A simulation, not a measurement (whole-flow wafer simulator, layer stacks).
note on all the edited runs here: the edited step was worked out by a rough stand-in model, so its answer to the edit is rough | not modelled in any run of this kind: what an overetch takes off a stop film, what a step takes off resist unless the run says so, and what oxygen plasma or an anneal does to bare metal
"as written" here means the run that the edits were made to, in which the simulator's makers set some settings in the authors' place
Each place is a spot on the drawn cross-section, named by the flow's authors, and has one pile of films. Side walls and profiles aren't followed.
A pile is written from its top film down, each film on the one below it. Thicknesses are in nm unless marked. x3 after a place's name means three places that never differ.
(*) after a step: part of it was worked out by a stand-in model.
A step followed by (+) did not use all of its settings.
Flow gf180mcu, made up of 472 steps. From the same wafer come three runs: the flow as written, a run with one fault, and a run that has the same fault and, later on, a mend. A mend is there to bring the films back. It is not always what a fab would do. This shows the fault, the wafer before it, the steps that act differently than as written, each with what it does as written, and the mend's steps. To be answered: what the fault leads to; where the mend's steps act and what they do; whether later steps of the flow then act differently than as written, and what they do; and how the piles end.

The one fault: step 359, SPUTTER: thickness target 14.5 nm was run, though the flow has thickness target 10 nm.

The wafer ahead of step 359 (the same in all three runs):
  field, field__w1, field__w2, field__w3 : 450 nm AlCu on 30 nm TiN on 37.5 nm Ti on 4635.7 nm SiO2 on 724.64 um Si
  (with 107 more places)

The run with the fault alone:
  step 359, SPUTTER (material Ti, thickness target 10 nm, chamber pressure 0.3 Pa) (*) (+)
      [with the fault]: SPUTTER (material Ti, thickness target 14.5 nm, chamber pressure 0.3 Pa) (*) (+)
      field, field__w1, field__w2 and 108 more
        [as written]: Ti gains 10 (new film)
        [with the fault]: Ti gains 14.5 (new film)
  Later steps of the flow acting differently than as written (5 other steps are not shown; they differ only slightly, by no more than 2% or 0.5 nm, whichever is larger):
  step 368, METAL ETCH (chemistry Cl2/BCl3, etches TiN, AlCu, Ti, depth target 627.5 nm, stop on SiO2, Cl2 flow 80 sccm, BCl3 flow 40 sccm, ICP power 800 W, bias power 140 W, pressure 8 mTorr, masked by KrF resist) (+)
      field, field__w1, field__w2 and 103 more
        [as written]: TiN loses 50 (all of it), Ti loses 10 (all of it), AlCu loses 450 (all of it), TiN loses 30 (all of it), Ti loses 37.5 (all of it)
        [with the fault]: TiN loses 50 (all of it), Ti loses 14.5 (all of it), AlCu loses 450 (all of it), TiN loses 30 (all of it), Ti loses 37.5 (all of it)
  By the end, the piles at field__w8, contact, m1, m1__w1, m1_nw depart from the flow's by more than 2% or 0.5 nm, whichever is larger.
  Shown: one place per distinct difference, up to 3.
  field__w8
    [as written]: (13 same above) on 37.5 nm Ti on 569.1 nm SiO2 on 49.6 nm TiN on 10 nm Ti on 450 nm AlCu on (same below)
    [with the fault]: (13 same above) on 37.5 nm Ti on 564.6 nm SiO2 on 49.6 nm TiN on 14.5 nm Ti on 450 nm AlCu on (same below)
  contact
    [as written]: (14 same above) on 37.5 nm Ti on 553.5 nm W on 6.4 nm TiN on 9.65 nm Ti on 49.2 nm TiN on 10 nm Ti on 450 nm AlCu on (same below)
    [with the fault]: (14 same above) on 37.5 nm Ti on 549 nm W on 6.42 nm TiN on 9.68 nm Ti on 49.2 nm TiN on 14.5 nm Ti on 450 nm AlCu on (same below)

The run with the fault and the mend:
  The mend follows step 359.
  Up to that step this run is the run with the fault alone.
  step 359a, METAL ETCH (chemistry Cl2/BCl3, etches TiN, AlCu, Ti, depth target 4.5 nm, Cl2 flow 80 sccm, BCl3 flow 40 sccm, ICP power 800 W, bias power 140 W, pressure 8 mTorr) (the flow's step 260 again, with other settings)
      field, field__w1, field__w2 and 108 more
        Ti loses 4.5
  None of the later steps of the flow acts differently than as written at any place that is followed.
  By the end, the piles equal the flow's at every place that both follow.
